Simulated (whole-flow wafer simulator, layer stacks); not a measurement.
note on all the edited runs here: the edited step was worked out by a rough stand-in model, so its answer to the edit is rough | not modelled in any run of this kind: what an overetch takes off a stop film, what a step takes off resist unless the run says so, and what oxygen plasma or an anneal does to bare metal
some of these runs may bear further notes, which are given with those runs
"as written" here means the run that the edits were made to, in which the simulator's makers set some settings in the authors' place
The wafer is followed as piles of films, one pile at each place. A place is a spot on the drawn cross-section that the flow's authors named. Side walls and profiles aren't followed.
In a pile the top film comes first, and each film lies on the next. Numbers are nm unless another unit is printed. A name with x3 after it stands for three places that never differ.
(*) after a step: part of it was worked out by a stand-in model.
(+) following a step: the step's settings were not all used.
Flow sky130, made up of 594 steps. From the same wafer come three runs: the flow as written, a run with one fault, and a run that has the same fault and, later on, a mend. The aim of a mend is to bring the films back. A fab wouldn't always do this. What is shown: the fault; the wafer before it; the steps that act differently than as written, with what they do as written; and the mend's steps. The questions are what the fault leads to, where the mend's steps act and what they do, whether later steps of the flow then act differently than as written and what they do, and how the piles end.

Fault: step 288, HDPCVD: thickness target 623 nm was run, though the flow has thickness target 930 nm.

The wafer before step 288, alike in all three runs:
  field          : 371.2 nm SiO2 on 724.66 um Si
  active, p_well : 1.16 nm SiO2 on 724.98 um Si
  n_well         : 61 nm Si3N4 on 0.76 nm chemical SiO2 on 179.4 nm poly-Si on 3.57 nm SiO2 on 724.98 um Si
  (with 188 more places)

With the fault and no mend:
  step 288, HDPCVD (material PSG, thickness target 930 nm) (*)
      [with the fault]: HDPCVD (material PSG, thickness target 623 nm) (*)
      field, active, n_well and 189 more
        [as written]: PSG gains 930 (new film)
        [with the fault]: PSG gains 623 (new film)
  Steps later in the flow that act otherwise than as written (not shown: 12 more steps that differ only slightly, by at most 2% or 0.5 nm, whichever is larger):
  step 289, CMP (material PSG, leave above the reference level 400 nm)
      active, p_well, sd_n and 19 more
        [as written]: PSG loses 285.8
        [with the fault]: nothing
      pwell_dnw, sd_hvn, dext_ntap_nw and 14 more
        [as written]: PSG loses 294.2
        [with the fault]: nothing
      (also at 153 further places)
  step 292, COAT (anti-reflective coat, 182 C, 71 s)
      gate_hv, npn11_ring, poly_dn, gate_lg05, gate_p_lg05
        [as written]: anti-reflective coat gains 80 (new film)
        [with the fault]: anti-reflective coat gains 77.6 (new film)
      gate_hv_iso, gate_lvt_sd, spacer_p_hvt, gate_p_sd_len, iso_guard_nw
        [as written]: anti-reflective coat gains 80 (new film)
        [with the fault]: anti-reflective coat gains 76.8 (new film)
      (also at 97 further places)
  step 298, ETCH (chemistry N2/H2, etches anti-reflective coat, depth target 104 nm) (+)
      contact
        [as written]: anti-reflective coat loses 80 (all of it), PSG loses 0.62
        [with the fault]: anti-reflective coat loses 100.9 (all of it), PSG loses 0.08
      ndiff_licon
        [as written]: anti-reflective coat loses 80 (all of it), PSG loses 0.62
        [with the fault]: anti-reflective coat loses 95.7 (all of it), PSG loses 0.21
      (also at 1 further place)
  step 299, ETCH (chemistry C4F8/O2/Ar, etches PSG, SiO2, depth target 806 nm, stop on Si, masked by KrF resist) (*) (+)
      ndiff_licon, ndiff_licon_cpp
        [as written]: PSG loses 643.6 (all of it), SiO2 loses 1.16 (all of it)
        [with the fault]: PSG loses 622.8 (all of it), SiO2 loses 1.16 (all of it)
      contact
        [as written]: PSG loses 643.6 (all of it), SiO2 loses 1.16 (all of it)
        [with the fault]: PSG loses 622.9 (all of it), SiO2 loses 1.16 (all of it)
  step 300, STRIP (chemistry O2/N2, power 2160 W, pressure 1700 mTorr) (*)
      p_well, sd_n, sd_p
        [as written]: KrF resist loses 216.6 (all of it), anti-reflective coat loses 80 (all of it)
        [with the fault]: KrF resist loses 213.9 (all of it), anti-reflective coat loses 100.9 (all of it)
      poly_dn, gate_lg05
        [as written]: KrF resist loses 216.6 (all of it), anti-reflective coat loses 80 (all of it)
        [with the fault]: KrF resist loses 215.2 (all of it), anti-reflective coat loses 77.6 (all of it)
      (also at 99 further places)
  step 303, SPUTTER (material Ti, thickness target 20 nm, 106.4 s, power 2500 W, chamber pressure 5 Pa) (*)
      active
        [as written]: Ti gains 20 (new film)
        [with the fault]: Ti gains 19.3 (new film)
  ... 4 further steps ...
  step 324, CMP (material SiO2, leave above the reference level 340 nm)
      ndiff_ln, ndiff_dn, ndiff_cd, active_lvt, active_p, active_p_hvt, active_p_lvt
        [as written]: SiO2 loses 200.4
        [with the fault]: SiO2 loses 188.6
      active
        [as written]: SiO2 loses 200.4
        [with the fault]: SiO2 loses 187.6
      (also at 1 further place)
  The piles end different from the flow's at active, p_well, sd_n and 34 more by more than 2% or 0.5 nm, whichever is larger.
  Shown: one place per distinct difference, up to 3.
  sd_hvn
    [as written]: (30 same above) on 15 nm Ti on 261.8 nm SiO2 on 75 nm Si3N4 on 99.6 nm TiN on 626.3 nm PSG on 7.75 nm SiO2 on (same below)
    [with the fault]: (30 same above) on 15 nm Ti on 262.3 nm SiO2 on 75 nm Si3N4 on 99.6 nm TiN on 7.89 nm Ti on 617.9 nm PSG on 7.75 nm SiO2 on (same below)
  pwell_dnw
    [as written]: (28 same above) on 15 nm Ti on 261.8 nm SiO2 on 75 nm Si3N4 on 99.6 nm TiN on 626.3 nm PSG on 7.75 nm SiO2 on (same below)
    [with the fault]: (28 same above) on 15 nm Ti on 262.3 nm SiO2 on 75 nm Si3N4 on 99.6 nm TiN on 7.89 nm Ti on 617.9 nm PSG on 7.75 nm SiO2 on (same below)
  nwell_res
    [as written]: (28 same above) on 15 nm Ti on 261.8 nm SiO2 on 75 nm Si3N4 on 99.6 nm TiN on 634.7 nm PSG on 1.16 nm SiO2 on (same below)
    [with the fault]: (28 same above) on 15 nm Ti on 262.3 nm SiO2 on 75 nm Si3N4 on 99.6 nm TiN on 16.3 nm Ti on 617.9 nm PSG on 1.16 nm SiO2 on (same below)

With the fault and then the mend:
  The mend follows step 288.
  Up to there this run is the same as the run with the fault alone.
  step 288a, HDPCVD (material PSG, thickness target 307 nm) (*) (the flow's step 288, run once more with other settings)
      field, active, n_well and 189 more
        PSG gains 307
  Every later step of the flow that is run acts as written, at every place that is followed, to within 2% or 0.5 nm, whichever is larger.
  At the end the piles are close to the flow's at the places that both follow, differing by at most 2% or 0.5 nm, whichever is larger.
